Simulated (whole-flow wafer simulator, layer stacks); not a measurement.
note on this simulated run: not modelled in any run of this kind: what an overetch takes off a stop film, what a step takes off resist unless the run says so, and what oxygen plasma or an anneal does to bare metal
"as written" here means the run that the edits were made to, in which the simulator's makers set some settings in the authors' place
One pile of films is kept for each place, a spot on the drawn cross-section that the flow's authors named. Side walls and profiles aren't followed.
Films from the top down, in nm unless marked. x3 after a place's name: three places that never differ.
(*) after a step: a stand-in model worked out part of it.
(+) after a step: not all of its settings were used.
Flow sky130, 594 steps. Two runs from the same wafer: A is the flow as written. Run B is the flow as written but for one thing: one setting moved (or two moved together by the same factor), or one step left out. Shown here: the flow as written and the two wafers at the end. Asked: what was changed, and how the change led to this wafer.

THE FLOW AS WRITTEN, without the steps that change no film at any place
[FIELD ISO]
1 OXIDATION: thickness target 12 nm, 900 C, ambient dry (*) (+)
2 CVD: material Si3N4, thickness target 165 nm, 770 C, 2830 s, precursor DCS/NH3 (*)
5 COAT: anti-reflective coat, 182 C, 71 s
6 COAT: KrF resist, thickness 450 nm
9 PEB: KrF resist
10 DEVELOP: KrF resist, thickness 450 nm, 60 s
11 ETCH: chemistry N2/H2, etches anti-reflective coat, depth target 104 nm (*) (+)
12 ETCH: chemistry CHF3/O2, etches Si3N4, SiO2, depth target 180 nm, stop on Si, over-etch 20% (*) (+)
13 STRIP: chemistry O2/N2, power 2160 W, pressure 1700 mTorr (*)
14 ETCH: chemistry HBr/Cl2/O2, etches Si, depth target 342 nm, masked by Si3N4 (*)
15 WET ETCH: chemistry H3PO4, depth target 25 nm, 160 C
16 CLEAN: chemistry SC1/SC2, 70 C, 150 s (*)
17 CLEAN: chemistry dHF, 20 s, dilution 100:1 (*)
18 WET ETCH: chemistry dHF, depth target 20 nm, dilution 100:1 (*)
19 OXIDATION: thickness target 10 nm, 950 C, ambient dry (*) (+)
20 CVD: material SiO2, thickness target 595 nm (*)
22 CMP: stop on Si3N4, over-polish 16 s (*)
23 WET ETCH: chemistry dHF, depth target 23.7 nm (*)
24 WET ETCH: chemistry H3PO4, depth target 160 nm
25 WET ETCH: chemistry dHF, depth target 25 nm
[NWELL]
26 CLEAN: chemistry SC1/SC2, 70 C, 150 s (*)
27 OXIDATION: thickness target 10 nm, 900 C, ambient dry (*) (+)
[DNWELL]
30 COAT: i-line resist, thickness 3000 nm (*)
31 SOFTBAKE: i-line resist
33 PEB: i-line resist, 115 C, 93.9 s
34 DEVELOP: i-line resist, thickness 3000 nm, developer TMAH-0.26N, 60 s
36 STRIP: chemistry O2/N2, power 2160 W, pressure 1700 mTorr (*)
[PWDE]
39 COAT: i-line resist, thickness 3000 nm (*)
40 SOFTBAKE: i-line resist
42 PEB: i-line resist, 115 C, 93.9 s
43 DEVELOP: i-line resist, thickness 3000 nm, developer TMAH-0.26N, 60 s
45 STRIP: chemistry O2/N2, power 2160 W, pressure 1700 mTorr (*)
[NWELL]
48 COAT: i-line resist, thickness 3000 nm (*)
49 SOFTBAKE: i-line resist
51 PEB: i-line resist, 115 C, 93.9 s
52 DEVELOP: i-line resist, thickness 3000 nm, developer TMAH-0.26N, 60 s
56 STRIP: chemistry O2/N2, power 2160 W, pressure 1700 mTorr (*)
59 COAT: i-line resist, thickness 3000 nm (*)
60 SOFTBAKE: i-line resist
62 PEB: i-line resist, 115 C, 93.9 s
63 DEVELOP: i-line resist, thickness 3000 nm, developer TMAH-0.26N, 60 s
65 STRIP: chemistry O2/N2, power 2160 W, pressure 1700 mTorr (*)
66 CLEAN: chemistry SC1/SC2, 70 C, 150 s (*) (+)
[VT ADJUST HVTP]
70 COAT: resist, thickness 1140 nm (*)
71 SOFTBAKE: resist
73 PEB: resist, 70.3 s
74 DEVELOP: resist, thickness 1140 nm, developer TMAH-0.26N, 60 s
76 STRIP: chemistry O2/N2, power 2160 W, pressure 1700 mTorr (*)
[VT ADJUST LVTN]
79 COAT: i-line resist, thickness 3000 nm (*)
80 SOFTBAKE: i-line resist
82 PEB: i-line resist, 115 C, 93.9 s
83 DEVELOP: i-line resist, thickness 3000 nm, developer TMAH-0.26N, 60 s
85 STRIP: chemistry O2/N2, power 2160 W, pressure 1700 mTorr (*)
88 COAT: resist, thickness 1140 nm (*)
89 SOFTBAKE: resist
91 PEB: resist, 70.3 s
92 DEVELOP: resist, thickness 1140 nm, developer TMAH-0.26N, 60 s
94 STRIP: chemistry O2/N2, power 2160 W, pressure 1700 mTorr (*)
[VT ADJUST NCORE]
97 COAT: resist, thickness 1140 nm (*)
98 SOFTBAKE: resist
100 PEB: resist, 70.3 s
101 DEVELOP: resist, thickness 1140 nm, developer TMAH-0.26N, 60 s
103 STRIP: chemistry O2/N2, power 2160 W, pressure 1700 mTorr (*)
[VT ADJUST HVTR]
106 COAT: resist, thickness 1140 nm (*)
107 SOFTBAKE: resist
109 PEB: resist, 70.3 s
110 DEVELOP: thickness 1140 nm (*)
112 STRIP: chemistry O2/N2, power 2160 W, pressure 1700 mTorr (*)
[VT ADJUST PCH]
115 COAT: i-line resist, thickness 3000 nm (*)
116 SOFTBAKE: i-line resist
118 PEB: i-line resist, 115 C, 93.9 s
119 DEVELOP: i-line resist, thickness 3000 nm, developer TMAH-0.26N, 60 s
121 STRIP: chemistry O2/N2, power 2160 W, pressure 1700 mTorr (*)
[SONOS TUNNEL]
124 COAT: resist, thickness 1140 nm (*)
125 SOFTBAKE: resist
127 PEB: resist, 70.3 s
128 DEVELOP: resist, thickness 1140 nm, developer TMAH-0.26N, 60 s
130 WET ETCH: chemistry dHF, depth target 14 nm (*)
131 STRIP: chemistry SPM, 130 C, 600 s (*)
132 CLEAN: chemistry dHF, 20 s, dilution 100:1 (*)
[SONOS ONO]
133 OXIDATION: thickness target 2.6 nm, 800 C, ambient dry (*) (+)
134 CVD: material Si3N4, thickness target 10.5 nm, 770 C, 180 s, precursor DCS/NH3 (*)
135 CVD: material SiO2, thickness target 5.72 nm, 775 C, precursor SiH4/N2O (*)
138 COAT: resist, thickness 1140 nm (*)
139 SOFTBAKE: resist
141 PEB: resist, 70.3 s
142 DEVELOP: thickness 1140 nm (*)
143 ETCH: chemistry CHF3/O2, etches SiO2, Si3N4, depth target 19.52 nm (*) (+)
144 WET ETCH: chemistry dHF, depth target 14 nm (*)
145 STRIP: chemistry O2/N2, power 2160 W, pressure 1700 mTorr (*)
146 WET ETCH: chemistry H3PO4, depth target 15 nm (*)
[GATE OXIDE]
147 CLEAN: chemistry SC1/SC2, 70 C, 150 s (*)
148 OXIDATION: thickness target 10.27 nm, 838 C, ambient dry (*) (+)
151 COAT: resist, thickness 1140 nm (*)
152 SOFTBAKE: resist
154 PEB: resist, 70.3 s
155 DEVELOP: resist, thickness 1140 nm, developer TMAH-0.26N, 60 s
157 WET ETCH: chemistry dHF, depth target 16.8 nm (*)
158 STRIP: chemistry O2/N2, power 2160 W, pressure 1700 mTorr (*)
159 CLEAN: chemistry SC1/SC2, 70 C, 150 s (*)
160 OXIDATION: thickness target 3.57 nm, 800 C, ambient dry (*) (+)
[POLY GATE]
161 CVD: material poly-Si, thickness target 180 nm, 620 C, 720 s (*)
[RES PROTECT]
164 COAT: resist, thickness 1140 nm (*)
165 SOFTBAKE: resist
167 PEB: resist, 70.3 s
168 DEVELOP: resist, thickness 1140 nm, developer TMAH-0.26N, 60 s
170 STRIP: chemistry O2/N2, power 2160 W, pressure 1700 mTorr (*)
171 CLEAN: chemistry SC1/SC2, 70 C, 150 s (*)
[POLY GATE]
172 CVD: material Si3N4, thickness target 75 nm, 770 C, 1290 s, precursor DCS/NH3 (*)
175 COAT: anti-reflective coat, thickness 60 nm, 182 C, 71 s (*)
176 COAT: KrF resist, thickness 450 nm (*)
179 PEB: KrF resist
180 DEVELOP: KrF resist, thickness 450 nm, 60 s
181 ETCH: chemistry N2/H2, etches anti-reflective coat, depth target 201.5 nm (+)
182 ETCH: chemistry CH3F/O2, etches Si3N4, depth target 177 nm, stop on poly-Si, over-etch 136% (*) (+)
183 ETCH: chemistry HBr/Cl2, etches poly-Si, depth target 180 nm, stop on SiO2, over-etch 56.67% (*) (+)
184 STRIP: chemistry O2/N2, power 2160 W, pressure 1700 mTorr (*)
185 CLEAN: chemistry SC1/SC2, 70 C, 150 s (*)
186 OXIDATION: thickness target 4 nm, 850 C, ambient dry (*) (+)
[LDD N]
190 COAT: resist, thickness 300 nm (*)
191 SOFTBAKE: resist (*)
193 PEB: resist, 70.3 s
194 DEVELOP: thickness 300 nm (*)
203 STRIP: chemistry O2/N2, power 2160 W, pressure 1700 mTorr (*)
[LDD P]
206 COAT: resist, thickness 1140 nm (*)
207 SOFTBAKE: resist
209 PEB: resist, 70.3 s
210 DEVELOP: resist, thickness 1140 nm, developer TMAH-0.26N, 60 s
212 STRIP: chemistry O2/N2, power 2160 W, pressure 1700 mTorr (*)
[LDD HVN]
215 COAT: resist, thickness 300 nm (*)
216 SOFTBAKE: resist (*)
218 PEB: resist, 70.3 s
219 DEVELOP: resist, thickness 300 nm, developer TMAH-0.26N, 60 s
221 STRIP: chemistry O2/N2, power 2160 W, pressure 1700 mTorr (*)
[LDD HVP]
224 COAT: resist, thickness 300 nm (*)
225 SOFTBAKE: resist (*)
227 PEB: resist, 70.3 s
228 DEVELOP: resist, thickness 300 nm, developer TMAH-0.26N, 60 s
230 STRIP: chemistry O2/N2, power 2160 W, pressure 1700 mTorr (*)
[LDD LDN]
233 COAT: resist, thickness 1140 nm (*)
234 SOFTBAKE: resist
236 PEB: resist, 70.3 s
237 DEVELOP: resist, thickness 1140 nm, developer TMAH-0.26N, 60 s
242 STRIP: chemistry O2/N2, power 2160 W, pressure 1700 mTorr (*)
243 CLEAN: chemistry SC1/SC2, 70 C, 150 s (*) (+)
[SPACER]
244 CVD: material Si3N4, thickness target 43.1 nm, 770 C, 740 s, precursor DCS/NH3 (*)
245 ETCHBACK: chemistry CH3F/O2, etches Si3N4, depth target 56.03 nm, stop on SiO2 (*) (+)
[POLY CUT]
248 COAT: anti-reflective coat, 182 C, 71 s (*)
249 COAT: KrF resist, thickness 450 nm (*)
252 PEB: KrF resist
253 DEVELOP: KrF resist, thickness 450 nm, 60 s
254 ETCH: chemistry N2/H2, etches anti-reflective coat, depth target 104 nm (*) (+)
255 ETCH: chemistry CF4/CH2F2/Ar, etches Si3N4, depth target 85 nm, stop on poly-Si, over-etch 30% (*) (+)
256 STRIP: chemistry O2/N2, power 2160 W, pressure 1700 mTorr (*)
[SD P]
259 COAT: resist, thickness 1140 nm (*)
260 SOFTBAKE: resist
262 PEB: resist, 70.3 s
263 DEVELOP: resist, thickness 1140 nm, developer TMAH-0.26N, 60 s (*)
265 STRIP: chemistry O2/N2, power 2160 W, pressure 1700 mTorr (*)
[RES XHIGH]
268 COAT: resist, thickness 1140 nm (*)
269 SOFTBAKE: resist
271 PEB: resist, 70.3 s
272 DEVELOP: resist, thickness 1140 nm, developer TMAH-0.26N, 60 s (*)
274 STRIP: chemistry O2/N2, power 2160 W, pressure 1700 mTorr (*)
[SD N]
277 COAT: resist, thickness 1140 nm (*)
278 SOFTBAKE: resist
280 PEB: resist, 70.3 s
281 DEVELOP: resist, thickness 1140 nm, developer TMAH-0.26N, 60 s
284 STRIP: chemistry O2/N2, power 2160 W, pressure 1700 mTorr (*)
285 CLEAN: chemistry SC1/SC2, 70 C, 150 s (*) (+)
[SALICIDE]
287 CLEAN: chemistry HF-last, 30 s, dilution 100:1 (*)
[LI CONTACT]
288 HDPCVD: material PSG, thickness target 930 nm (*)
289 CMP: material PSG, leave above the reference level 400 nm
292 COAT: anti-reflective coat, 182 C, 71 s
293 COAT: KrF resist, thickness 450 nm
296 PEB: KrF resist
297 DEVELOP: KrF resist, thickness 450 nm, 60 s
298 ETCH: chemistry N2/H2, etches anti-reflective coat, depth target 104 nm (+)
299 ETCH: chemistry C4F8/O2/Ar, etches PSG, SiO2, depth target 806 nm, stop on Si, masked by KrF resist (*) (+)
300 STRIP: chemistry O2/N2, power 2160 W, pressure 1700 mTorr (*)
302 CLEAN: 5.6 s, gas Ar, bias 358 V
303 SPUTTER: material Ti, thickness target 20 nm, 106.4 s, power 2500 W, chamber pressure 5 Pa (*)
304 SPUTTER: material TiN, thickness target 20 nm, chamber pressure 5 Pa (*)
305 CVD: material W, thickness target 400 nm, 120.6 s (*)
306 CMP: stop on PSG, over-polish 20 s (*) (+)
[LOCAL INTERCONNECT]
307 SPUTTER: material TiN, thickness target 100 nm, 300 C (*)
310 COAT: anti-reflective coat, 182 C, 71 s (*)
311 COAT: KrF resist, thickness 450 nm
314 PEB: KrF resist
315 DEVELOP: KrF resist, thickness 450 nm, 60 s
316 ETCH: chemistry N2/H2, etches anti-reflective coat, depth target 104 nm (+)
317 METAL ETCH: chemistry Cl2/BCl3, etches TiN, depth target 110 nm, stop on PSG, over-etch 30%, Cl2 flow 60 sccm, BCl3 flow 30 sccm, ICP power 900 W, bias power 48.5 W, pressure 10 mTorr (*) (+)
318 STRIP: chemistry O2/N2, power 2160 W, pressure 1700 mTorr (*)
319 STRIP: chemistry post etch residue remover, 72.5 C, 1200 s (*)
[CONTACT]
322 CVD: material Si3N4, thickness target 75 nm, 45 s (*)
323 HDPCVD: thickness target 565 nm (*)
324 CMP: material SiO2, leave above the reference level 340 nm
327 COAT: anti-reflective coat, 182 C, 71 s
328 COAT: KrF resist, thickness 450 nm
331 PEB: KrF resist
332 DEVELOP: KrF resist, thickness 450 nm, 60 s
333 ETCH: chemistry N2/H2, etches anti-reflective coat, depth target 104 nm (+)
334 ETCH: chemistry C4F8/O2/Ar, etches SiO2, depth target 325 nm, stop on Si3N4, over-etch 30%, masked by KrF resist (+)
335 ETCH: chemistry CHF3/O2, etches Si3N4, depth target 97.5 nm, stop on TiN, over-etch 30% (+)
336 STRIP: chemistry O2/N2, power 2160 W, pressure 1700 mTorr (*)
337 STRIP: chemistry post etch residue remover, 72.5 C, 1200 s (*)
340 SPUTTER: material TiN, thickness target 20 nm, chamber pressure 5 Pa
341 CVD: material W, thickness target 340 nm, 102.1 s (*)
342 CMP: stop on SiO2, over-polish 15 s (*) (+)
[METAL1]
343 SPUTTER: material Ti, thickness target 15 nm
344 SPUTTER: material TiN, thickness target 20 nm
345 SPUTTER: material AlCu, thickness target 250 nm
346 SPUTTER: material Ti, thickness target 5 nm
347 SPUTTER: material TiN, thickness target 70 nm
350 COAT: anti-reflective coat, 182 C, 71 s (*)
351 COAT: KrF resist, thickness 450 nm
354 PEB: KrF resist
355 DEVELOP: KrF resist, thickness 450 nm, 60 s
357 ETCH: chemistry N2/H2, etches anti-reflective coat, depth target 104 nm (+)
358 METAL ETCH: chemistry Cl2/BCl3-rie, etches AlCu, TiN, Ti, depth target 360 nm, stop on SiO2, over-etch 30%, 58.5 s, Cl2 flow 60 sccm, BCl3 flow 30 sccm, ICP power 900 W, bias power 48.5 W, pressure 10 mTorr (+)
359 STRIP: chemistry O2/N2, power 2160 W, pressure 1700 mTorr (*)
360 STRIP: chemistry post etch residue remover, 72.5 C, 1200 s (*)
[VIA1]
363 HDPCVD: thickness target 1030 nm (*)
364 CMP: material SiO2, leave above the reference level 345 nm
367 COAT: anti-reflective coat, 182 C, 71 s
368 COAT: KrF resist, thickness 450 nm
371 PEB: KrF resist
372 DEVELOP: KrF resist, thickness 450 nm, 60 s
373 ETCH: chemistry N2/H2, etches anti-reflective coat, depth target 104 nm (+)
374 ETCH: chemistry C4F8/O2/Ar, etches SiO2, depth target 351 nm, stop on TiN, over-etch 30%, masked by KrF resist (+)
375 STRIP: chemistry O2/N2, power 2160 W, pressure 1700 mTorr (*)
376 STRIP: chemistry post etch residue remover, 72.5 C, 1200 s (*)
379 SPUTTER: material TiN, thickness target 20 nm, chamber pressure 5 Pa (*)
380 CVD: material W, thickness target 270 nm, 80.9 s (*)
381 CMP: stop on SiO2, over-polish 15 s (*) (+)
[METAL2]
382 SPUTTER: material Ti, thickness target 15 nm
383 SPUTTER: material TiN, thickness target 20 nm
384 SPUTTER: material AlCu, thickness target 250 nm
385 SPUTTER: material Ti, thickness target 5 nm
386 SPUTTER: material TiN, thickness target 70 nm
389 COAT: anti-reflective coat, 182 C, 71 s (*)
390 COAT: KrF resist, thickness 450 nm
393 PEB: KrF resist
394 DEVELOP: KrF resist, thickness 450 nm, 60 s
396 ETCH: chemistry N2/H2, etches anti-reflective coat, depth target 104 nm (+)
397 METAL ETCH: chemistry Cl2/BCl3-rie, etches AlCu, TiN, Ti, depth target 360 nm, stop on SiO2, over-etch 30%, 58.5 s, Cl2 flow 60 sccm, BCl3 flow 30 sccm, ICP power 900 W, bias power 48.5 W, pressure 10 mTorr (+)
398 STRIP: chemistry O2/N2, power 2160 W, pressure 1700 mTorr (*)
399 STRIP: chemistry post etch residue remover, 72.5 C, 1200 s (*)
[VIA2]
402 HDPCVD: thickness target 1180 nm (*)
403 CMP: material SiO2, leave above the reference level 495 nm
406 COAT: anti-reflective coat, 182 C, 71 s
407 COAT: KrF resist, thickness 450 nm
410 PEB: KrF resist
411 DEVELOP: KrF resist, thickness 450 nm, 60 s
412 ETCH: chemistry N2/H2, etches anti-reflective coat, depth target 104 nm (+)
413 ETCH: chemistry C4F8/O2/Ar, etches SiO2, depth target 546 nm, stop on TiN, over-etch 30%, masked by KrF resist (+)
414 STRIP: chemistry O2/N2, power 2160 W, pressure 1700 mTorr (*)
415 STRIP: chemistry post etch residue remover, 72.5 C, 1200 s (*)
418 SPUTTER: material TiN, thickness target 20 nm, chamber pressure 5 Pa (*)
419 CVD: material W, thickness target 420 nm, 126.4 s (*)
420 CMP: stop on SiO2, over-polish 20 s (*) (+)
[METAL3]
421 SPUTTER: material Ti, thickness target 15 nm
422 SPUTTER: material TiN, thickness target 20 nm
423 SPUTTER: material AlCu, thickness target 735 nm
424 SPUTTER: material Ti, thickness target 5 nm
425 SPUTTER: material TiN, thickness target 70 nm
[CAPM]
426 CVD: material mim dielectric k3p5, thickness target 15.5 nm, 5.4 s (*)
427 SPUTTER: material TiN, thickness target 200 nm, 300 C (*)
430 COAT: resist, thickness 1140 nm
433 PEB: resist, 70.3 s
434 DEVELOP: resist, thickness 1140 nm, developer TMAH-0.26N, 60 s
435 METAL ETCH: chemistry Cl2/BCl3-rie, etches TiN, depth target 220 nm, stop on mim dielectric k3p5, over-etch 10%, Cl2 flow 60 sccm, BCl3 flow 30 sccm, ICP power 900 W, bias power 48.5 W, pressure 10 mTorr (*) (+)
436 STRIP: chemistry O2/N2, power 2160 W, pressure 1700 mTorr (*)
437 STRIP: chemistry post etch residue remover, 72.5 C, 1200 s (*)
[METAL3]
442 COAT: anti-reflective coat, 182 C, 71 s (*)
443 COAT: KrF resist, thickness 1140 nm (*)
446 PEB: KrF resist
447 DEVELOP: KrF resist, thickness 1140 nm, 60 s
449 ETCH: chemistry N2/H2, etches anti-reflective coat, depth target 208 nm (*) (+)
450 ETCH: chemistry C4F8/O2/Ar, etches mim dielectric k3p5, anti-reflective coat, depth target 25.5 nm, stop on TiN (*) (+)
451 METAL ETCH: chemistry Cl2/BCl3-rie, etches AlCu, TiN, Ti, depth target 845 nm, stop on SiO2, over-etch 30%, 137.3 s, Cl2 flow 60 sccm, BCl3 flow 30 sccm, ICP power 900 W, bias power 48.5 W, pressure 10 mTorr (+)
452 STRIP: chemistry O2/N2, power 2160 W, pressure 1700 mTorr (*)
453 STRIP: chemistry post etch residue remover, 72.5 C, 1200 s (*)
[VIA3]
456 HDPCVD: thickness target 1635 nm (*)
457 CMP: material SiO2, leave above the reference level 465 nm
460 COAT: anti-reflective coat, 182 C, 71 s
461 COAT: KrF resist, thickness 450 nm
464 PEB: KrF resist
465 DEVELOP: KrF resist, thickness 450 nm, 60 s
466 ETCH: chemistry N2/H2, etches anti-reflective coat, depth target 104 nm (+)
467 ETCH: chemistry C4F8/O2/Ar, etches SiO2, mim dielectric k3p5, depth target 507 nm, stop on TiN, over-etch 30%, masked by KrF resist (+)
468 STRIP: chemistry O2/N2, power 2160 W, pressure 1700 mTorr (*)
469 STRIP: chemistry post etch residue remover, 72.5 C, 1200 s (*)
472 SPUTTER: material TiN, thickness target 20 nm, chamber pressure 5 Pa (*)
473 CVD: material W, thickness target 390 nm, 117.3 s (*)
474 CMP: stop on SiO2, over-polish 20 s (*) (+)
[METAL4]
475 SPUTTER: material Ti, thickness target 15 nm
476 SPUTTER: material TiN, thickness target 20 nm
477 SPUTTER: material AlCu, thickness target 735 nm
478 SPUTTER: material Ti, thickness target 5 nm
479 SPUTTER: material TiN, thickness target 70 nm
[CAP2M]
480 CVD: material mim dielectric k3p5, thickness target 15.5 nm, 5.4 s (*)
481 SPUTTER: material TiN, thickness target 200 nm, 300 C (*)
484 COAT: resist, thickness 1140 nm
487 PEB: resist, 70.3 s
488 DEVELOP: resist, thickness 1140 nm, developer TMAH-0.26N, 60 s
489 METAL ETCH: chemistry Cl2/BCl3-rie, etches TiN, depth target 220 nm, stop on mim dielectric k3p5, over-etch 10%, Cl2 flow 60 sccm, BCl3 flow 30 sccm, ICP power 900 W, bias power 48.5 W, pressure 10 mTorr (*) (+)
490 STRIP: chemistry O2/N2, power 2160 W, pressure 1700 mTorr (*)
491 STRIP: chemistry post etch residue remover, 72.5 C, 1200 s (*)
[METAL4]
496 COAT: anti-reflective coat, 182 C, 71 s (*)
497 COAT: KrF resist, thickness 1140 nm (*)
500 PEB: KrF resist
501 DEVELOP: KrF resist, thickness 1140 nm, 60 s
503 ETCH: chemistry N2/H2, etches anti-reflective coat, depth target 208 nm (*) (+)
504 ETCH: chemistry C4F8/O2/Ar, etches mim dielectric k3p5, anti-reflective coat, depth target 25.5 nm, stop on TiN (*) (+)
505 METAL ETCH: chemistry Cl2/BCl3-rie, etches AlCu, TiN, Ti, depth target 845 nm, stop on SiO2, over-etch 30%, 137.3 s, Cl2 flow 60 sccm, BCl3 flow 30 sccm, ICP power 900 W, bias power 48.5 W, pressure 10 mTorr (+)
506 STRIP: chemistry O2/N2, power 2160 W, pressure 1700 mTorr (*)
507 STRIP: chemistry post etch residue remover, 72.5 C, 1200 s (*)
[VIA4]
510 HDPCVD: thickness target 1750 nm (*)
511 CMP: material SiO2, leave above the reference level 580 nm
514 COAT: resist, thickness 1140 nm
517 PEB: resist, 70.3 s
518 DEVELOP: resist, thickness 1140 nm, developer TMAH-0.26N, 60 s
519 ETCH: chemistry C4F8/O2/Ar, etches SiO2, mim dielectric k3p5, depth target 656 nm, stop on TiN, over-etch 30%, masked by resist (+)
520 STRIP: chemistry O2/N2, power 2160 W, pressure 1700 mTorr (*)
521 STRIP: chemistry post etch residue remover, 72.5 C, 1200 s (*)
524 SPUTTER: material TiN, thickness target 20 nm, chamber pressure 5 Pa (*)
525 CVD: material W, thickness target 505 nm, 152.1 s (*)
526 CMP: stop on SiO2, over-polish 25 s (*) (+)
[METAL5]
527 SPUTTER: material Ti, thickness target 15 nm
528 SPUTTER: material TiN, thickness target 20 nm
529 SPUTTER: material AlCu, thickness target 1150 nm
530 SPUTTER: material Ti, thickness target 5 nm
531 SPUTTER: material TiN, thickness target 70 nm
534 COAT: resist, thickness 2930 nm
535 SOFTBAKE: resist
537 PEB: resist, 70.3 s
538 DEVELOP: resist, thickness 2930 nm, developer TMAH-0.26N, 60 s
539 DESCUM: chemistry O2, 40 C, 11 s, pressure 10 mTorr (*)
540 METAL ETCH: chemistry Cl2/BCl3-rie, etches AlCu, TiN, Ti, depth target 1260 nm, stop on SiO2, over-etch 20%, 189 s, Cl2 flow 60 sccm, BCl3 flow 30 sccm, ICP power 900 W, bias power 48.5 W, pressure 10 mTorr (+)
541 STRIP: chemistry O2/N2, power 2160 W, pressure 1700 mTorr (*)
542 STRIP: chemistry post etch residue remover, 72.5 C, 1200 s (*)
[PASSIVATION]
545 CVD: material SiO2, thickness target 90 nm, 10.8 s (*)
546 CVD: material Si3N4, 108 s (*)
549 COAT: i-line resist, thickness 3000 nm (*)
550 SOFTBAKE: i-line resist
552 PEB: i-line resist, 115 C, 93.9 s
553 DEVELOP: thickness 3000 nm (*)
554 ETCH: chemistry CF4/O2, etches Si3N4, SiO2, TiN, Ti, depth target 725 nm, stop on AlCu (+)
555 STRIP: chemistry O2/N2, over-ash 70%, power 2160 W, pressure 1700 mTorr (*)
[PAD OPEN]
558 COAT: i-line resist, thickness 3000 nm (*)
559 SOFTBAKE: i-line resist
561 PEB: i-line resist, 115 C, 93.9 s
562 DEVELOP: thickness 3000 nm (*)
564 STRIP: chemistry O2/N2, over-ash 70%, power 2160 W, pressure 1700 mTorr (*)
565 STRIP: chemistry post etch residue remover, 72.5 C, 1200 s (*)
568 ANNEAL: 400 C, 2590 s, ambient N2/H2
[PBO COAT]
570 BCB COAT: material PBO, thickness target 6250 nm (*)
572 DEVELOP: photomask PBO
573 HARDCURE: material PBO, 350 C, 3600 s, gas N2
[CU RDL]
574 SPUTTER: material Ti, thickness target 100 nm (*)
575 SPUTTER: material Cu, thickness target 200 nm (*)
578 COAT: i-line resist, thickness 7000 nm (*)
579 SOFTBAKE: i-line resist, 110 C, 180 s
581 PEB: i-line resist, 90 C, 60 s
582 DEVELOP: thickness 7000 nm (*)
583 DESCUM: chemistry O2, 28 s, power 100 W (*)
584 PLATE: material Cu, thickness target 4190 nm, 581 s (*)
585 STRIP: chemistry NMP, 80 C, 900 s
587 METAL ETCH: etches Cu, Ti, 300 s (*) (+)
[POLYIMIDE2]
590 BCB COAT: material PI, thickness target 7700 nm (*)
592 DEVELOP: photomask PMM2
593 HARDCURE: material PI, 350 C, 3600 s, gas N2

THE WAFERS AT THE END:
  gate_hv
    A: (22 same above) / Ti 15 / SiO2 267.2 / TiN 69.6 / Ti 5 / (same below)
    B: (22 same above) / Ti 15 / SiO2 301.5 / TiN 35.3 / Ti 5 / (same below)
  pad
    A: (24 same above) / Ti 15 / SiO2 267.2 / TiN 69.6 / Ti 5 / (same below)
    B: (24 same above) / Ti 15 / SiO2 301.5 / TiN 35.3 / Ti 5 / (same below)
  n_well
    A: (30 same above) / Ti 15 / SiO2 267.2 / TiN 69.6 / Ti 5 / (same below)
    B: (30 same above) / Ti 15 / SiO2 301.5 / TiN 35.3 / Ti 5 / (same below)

The cause: step 347, SPUTTER: thickness target 35.7 nm was run, where the flow has thickness target 70 nm.

How the change led to this, step by step:
  347 SPUTTER: material TiN, thickness target 70 nm
      field, active, n_well and 188 more: A TiN +70 (new film) | B TiN +35.7 (new film)
  358 METAL ETCH: chemistry Cl2/BCl3-rie, etches AlCu, TiN, Ti, depth target 360 nm, stop on SiO2, over-etch 30%, 58.5 s, Cl2 flow 60 sccm, BCl3 flow 30 sccm, ICP power 900 W, bias power 48.5 W, pressure 10 mTorr (+)
      field, active, gate and 81 more: A TiN -68.7 (all of it), Ti -5 (all of it), AlCu -250 (all of it), TiN -20 (all of it), Ti -15 (all of it), SiO2 -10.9 | B TiN -34.4 (all of it), Ti -5 (all of it), AlCu -250 (all of it), TiN -20 (all of it), Ti -15 (all of it), SiO2 -14.4
  364 CMP: material SiO2, leave above the reference level 345 nm
      n_well, p_well, gate_hv and 100 more: A SiO2 -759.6 | B SiO2 -725.3
      poly_licon, ndiff_licon, ndiff_licon_cpp, rpo_hd_licon: A SiO2 -759 | B SiO2 -724.7
  374 ETCH: chemistry C4F8/O2/Ar, etches SiO2, depth target 351 nm, stop on TiN, over-etch 30%, masked by KrF resist (+)
      m1, via1_hole: A SiO2 -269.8 (all of it) | B SiO2 -304.1 (all of it)
  379 SPUTTER: material TiN, thickness target 20 nm, chamber pressure 5 Pa (*)
      m1: A TiN +11 | B TiN +10.3
      via1_hole: A TiN +10.9 | B TiN +10.3
  380 CVD: material W, thickness target 270 nm, 80.9 s (*)
      m1, via1_hole: A W +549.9 (new film) | B W +584.8 (new film)
